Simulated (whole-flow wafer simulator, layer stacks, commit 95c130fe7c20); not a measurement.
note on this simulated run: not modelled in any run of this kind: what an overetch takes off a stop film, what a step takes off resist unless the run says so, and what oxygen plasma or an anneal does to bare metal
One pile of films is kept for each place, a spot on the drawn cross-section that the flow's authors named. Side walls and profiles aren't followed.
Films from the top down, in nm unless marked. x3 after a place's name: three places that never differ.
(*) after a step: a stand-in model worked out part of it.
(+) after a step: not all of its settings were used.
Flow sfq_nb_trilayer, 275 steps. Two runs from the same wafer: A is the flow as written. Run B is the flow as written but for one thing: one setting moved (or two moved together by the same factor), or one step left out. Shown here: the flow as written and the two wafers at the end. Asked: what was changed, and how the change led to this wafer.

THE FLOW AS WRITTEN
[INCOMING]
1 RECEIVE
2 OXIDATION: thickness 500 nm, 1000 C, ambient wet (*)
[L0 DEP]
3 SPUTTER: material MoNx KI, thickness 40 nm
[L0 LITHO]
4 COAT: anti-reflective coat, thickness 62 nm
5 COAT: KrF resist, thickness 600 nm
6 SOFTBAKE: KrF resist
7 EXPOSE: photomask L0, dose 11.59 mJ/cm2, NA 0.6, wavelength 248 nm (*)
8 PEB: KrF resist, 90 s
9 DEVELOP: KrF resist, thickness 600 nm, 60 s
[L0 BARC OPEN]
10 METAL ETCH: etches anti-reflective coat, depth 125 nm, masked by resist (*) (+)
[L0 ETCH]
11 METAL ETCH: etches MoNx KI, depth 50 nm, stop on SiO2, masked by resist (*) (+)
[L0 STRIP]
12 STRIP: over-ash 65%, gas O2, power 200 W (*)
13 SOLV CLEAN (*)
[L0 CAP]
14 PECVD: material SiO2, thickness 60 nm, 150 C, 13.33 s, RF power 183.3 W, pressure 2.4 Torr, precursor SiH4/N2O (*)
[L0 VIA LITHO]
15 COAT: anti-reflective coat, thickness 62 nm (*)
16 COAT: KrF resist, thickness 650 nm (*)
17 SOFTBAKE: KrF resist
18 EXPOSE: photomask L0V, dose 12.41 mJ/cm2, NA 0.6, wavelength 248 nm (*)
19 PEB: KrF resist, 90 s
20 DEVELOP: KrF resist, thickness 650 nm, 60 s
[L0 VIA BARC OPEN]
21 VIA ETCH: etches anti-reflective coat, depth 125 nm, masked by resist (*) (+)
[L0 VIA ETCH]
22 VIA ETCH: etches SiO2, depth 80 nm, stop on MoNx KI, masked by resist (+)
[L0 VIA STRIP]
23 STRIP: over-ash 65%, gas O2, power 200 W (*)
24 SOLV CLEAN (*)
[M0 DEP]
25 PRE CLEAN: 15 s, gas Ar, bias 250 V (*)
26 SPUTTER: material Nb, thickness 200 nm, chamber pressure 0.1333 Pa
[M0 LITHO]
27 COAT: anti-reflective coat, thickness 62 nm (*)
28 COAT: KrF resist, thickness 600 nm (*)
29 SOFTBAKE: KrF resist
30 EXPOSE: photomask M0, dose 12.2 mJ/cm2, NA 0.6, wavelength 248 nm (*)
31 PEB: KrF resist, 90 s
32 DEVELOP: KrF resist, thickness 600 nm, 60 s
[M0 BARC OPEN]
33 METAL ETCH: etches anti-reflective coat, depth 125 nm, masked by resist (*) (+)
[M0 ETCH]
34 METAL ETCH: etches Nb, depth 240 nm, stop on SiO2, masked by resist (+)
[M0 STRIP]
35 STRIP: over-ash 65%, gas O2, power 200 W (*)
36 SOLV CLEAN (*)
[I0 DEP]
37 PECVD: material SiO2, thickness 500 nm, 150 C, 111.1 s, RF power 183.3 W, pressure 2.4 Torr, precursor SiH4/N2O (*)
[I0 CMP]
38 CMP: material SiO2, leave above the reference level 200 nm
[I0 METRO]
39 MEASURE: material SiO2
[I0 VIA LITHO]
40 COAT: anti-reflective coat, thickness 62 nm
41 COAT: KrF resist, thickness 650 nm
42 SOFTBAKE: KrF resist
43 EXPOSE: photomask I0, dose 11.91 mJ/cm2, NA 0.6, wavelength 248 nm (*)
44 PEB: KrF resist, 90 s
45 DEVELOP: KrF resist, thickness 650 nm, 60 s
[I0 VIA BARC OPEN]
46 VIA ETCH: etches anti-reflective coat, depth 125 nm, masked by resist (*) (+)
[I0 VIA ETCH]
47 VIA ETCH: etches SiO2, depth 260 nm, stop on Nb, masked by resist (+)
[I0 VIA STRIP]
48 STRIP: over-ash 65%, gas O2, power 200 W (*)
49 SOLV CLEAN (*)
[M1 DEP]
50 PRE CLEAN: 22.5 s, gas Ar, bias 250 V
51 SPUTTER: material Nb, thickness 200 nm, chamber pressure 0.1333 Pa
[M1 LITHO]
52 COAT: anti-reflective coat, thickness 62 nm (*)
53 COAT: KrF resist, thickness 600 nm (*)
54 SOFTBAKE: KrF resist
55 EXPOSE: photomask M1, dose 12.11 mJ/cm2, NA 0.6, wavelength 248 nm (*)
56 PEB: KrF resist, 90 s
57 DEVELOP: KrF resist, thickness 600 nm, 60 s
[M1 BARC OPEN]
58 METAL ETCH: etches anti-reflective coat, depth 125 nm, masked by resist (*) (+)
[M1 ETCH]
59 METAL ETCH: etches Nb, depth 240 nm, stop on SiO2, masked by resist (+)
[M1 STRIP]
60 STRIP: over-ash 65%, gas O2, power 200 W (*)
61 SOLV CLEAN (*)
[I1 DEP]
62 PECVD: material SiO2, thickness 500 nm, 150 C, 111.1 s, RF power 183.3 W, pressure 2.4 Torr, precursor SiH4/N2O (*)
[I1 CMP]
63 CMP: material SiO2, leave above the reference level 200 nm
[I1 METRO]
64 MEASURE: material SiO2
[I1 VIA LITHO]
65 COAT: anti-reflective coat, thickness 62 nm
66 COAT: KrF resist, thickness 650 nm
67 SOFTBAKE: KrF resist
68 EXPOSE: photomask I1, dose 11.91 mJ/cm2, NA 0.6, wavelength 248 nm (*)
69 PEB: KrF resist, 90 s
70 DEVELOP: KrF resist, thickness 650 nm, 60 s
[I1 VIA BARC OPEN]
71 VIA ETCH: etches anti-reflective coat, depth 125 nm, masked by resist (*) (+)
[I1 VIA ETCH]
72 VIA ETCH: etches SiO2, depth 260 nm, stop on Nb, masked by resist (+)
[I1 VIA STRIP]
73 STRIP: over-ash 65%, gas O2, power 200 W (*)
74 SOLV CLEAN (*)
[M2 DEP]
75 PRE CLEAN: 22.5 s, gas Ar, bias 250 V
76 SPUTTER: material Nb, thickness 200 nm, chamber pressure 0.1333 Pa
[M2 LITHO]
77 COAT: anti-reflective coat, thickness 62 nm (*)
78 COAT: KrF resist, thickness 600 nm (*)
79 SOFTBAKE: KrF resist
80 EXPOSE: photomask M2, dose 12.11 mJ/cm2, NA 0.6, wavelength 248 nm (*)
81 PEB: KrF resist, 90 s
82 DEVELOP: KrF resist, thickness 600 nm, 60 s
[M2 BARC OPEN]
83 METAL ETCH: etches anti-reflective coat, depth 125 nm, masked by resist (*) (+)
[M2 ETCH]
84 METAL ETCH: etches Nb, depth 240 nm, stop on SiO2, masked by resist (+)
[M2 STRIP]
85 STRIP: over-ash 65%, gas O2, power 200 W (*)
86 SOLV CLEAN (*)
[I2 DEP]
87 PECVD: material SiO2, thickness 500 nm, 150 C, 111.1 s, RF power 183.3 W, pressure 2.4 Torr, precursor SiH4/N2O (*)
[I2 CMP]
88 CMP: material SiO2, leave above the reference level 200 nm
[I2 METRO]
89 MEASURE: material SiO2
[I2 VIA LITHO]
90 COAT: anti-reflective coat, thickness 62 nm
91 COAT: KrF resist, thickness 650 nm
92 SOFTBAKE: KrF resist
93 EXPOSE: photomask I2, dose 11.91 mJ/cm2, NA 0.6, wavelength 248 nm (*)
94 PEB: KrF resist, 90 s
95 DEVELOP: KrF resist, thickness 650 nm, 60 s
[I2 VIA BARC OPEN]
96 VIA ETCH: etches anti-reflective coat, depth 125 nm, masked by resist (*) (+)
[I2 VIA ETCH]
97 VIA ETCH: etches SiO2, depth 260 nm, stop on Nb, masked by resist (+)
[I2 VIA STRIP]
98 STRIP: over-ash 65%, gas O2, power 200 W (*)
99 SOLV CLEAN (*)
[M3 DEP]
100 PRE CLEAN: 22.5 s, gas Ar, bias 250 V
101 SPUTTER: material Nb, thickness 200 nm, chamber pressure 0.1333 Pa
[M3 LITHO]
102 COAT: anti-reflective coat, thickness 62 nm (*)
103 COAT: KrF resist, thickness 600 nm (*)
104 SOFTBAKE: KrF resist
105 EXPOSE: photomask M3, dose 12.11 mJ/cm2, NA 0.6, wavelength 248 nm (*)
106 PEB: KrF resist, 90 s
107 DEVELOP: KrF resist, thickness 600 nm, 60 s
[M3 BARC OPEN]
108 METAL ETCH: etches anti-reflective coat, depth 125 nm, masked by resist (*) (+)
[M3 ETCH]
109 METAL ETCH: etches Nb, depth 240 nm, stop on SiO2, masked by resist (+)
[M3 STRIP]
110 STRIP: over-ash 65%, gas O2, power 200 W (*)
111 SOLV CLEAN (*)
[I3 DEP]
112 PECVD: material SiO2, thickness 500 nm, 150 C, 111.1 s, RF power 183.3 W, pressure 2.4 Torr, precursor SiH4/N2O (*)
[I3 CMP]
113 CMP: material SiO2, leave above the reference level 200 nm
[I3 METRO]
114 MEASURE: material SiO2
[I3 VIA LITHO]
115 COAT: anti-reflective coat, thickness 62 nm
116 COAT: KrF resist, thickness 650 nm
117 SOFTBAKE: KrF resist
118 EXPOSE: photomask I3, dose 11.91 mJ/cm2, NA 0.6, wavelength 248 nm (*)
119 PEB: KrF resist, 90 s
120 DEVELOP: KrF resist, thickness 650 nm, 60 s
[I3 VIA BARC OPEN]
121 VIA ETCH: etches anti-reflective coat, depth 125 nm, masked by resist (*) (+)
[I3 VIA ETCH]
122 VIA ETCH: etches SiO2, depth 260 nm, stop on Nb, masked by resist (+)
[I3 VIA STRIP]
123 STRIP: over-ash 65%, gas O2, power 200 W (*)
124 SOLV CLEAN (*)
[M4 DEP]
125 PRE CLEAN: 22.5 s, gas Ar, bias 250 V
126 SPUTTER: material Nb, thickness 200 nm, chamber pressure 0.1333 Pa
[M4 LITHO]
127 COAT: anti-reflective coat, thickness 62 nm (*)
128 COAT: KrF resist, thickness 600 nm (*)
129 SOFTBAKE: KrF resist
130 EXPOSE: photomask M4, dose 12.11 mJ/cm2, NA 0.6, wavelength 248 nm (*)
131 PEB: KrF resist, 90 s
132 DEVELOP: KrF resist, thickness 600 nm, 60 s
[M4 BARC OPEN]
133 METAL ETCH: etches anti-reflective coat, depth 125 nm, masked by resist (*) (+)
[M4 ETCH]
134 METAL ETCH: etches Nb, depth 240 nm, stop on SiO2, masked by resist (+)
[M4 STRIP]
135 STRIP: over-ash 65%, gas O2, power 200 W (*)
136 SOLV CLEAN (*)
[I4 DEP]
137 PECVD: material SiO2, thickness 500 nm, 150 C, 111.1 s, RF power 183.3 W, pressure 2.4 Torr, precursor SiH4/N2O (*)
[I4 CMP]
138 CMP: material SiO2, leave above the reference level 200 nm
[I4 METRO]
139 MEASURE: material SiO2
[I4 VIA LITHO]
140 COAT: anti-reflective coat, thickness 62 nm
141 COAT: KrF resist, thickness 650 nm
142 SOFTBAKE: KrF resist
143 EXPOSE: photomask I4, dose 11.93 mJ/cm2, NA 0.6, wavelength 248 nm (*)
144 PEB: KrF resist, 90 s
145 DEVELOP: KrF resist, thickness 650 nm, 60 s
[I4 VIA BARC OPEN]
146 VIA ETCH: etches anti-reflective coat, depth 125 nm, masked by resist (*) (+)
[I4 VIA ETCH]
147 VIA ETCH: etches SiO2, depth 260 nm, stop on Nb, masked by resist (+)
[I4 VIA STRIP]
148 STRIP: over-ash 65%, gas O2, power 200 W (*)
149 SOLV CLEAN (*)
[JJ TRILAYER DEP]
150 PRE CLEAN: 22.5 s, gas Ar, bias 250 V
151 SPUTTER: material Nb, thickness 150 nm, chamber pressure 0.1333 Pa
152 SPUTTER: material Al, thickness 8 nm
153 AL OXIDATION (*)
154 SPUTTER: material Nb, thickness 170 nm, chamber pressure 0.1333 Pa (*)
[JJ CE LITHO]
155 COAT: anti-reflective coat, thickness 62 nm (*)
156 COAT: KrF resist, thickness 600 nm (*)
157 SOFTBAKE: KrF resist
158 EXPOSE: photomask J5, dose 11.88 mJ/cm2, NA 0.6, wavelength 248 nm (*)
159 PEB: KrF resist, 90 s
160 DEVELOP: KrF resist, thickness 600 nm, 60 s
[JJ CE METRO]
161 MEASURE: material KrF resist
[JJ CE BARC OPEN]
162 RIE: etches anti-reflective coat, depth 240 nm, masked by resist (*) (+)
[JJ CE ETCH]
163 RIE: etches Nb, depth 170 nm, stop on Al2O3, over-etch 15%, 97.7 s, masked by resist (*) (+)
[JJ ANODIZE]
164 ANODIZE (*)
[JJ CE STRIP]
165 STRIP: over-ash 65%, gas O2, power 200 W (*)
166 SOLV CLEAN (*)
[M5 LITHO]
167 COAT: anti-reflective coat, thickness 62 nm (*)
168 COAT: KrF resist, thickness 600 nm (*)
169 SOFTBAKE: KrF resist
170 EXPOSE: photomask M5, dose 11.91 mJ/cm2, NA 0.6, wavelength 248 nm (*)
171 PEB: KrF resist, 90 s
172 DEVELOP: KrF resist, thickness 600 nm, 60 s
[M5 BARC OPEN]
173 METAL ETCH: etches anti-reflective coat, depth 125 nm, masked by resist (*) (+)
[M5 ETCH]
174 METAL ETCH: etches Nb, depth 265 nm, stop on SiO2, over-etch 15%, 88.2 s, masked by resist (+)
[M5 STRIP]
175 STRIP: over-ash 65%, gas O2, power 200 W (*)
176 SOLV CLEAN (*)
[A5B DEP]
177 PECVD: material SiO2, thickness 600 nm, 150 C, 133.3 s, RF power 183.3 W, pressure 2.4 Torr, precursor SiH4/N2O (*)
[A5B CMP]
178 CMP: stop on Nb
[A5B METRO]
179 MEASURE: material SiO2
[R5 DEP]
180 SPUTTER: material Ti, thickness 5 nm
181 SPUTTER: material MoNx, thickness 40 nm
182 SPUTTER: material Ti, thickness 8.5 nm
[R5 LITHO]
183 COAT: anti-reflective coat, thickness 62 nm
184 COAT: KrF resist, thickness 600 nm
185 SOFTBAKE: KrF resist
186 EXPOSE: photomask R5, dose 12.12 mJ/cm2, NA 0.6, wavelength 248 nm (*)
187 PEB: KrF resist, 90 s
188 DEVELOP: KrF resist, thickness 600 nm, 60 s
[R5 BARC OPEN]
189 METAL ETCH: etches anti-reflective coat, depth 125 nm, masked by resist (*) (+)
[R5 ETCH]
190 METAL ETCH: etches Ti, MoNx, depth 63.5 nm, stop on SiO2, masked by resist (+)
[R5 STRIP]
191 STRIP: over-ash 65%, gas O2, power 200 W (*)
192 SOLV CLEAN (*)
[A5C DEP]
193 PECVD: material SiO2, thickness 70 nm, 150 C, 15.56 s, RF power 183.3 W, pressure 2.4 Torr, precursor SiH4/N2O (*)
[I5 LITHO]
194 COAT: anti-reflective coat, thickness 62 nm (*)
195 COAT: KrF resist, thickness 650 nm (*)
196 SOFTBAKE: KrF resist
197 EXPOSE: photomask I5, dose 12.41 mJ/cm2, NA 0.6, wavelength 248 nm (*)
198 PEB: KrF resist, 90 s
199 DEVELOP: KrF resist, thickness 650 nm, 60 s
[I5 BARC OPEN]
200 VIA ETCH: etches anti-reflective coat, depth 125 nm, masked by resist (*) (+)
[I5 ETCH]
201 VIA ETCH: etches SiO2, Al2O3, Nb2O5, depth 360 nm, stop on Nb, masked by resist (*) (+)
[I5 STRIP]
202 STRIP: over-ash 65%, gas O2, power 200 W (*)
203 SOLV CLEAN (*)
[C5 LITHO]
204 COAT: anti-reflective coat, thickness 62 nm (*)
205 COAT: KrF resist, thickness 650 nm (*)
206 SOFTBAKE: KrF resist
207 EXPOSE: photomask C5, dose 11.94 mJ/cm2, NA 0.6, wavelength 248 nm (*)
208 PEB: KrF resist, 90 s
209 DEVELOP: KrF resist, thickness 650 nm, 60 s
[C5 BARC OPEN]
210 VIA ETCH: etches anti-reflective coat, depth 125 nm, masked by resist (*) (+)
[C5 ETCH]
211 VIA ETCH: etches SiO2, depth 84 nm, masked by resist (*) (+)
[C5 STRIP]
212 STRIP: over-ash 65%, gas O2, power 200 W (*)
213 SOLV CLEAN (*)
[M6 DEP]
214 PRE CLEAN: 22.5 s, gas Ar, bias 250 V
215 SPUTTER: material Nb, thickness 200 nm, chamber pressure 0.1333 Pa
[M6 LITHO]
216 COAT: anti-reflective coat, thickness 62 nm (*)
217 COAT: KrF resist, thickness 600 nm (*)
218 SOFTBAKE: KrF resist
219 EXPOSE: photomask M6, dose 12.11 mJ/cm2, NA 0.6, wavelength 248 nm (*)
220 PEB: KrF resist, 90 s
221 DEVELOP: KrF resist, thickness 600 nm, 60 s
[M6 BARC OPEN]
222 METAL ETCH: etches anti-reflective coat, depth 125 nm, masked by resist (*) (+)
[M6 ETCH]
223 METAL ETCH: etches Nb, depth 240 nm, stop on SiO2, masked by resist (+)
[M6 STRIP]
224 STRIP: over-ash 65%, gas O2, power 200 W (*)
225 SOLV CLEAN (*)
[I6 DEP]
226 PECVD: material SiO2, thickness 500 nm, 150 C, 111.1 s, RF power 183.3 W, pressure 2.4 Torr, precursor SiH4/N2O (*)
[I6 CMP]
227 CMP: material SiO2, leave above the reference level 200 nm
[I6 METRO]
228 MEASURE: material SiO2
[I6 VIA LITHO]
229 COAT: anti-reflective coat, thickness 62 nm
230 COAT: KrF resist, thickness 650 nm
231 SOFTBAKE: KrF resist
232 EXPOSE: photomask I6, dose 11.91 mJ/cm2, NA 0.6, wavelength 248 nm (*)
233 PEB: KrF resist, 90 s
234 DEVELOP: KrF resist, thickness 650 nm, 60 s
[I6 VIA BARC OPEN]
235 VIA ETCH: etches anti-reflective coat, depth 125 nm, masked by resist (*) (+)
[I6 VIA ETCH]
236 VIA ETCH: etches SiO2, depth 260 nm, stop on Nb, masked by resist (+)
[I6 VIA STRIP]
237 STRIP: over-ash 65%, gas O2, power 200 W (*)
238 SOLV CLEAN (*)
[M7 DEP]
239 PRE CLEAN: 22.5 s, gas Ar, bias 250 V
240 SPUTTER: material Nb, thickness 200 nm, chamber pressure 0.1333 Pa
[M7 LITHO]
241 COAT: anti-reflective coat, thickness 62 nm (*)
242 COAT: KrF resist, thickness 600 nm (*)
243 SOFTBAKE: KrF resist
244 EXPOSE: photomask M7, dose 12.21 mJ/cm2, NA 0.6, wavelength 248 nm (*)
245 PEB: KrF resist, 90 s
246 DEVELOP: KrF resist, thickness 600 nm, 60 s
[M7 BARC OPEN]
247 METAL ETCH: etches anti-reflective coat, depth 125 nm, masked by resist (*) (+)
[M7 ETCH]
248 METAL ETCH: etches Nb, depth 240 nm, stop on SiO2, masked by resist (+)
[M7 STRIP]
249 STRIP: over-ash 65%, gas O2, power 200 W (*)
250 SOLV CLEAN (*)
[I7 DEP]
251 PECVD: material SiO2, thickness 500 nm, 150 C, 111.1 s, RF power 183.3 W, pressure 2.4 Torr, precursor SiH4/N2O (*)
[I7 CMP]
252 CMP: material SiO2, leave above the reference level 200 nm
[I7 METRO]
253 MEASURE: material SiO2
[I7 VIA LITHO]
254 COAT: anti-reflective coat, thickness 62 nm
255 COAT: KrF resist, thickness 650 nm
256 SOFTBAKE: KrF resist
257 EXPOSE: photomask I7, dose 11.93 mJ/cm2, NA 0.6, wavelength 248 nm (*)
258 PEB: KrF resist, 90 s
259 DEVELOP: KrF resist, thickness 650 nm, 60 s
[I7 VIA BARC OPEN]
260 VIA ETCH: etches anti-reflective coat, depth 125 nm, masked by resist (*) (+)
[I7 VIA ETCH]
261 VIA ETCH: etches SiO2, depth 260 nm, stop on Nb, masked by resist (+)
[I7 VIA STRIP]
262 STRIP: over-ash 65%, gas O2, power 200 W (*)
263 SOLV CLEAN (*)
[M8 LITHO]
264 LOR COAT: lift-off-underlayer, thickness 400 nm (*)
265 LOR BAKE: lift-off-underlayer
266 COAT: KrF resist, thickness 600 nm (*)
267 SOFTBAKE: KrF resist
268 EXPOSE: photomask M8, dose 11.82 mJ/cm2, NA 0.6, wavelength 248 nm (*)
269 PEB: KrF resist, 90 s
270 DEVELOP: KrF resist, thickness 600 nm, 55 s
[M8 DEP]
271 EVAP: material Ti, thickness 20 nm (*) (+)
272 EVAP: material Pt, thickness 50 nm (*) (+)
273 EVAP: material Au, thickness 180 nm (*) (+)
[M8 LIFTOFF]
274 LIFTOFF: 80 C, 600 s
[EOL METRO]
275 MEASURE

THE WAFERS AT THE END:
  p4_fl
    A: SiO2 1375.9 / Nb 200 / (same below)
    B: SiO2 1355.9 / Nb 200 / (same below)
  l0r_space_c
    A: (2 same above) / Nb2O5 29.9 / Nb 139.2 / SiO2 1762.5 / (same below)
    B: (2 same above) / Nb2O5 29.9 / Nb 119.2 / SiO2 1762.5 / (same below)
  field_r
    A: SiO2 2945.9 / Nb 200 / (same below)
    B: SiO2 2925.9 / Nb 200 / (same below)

The cause: step 151, SPUTTER: thickness 130 nm was run, where the flow has thickness 150 nm.

How the change led to this, step by step:
  151 SPUTTER: material Nb, thickness 150 nm, chamber pressure 0.1333 Pa
      field_l, v_sur, via_sp and 100 more: A Nb +150 (new film) | B Nb +130 (new film)
      via_wl, via_w, via_wr: A Nb +130.4 | B Nb +112.8
  155 COAT: anti-reflective coat, thickness 62 nm (*)
      via_wl, via_wr: A anti-reflective coat +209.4 (new film) | B anti-reflective coat +204.2 (new film)
  162 RIE: etches anti-reflective coat, depth 240 nm, masked by resist (*) (+)
      ce_l, c5j, ce_r, wl_jj: A KrF resist -209.4 | B KrF resist -204.2
      via_wl, via_wr: A anti-reflective coat -209.4 (all of it) | B anti-reflective coat -204.2 (all of it)
  174 METAL ETCH: etches Nb, depth 265 nm, stop on SiO2, over-etch 15%, 88.2 s, masked by resist (+)
      field_l, r_sur, res and 50 more: A Al2O3 -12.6 (all of it), Nb2O5 -29.9 (all of it), Nb -139.2 (all of it), SiO2 -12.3 | B Al2O3 -12.6 (all of it), Nb2O5 -29.9 (all of it), Nb -119.2 (all of it), SiO2 -14.3
  178 CMP: stop on Nb
      field_l, p4_fl, p4_fm and 39 more: A SiO2 -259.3 | B SiO2 -277.3
      r_sur, res, r_end, moat, field_r, lsp_l: A SiO2 -252.3 | B SiO2 -270.9
      (and at 5 more places)
